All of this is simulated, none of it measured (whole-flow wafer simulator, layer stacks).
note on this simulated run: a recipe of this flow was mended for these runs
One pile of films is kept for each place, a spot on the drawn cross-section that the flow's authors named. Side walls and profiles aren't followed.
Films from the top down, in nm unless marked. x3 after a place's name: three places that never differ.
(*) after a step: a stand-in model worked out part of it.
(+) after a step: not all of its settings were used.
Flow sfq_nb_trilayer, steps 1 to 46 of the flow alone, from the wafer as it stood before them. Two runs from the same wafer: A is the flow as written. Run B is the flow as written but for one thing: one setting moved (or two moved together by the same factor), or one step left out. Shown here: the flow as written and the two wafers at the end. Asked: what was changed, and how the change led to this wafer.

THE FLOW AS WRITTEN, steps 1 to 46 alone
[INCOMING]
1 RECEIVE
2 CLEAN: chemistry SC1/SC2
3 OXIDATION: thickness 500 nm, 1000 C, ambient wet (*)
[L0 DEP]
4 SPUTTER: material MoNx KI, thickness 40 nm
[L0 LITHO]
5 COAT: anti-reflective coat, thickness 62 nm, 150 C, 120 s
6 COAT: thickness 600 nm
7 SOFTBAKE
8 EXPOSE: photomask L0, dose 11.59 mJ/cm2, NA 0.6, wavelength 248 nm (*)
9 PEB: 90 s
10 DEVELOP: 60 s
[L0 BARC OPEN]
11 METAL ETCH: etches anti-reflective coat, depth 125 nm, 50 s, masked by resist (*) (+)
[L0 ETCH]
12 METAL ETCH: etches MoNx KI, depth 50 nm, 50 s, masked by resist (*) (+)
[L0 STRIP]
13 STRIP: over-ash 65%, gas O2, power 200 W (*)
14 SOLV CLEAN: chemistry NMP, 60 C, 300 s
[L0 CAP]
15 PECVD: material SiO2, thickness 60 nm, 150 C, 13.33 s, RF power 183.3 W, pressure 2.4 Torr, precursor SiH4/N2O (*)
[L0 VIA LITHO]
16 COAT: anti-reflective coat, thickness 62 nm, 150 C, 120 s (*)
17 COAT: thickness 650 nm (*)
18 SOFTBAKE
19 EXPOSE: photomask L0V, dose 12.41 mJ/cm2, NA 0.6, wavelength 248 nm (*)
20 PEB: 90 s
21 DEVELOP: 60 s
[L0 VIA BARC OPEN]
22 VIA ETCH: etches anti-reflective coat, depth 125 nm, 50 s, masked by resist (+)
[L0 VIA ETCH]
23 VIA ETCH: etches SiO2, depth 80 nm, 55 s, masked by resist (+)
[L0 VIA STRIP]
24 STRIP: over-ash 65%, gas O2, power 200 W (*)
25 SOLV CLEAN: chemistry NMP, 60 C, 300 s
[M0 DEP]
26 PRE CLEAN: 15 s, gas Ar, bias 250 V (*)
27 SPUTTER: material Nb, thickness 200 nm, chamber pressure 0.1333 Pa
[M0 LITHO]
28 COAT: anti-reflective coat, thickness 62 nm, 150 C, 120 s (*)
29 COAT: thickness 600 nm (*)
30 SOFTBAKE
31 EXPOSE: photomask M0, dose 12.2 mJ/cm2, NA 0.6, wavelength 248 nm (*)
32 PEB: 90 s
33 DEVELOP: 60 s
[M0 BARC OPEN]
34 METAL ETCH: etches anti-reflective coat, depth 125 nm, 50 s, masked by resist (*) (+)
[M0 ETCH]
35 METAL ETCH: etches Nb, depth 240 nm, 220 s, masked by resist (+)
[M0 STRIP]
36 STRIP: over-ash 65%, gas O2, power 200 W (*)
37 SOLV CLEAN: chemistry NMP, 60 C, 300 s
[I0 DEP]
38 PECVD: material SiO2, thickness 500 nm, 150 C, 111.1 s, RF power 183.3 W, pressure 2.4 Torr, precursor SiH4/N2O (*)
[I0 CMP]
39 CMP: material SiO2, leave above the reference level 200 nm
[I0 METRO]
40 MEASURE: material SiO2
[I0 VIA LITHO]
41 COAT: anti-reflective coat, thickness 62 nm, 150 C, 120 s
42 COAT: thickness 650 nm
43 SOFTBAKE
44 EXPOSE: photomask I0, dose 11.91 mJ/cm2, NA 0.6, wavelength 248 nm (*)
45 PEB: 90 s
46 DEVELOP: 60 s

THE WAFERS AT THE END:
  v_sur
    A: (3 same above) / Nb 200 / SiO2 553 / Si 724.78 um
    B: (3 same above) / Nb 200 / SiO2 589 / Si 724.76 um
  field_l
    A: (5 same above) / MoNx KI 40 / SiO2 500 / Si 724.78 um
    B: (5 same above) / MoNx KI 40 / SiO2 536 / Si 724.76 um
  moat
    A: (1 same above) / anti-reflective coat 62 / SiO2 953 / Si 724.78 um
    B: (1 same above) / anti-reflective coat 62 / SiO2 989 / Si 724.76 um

The cause: step 3, OXIDATION: thickness 536 nm was run, where the flow has thickness 500 nm.
It can be read off the wafer: field_l has SiO2 536, and step 3 as written asks for 500 nm.

How the change led to this, step by step:
  3 OXIDATION: thickness 500 nm, 1000 C, ambient wet (*)
      field_l, v_sur, via_wl and 103 more: A SiO2 +500 (new film), chemical SiO2 -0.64 (all of it), Si -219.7 | B SiO2 +536 (new film), chemical SiO2 -0.64 (all of it), Si -235.6
